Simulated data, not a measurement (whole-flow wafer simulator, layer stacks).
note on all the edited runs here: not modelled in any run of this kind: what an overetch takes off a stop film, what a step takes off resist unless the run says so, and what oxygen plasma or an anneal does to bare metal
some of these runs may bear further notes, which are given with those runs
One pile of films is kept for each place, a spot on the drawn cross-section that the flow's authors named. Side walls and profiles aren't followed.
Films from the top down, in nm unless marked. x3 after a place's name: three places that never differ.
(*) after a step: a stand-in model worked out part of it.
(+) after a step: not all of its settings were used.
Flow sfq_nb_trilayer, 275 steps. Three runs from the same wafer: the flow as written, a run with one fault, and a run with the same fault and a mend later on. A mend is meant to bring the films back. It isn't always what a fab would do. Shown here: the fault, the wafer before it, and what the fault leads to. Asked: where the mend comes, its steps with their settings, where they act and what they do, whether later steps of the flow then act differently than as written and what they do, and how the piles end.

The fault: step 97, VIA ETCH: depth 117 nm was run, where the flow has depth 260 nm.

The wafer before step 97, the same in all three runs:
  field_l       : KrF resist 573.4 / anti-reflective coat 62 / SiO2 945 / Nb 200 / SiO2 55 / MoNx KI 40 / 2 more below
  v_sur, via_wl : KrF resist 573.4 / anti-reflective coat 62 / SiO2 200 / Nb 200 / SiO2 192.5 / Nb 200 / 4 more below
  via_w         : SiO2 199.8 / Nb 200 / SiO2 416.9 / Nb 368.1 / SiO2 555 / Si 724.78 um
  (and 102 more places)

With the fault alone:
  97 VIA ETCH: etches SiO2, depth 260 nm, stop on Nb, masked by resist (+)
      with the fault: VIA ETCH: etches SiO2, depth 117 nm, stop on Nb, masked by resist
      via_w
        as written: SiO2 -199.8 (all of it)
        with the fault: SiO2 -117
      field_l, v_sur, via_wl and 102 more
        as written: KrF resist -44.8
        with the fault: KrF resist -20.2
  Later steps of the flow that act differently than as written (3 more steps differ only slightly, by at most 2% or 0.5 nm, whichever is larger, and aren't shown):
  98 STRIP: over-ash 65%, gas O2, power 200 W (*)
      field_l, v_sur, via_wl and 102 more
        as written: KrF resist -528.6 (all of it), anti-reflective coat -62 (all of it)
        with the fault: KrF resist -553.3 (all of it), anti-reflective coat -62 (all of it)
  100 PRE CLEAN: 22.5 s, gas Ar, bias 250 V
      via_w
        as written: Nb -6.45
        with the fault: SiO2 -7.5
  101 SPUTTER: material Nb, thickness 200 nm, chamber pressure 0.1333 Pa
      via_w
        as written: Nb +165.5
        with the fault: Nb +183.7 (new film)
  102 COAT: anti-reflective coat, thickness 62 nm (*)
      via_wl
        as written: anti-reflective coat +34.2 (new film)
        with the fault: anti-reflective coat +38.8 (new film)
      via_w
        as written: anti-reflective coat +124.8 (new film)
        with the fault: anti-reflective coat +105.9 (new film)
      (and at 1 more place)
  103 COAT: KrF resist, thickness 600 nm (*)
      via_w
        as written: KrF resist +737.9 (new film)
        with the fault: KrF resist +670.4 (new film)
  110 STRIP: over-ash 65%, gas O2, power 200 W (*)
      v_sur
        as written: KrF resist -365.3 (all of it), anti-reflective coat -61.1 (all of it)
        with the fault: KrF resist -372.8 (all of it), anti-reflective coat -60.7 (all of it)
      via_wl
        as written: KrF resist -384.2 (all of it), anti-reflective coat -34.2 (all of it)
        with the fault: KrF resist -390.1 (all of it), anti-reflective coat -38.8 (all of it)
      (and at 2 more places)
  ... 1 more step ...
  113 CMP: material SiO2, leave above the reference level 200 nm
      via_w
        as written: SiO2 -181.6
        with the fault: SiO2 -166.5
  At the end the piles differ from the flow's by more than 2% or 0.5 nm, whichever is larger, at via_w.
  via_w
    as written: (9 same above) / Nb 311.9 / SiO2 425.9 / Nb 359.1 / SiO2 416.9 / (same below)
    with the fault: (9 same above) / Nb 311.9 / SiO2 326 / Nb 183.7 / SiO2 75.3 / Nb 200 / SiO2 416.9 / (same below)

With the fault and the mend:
  The mend comes after step 97.
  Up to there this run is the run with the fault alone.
  97a VIA ETCH: etches SiO2, depth 143 nm, stop on Nb, masked by resist (+) (the flow's step 97 once more, with other settings)
      field_l, v_sur, via_wl and 102 more
        KrF resist -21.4
      via_w
        SiO2 -82.8 (all of it)
  No later step of the flow acts differently than as written, at any place that is followed, by more than 2% or 0.5 nm, whichever is larger.
  At the end the piles are the same as the flow's at every place that both follow.
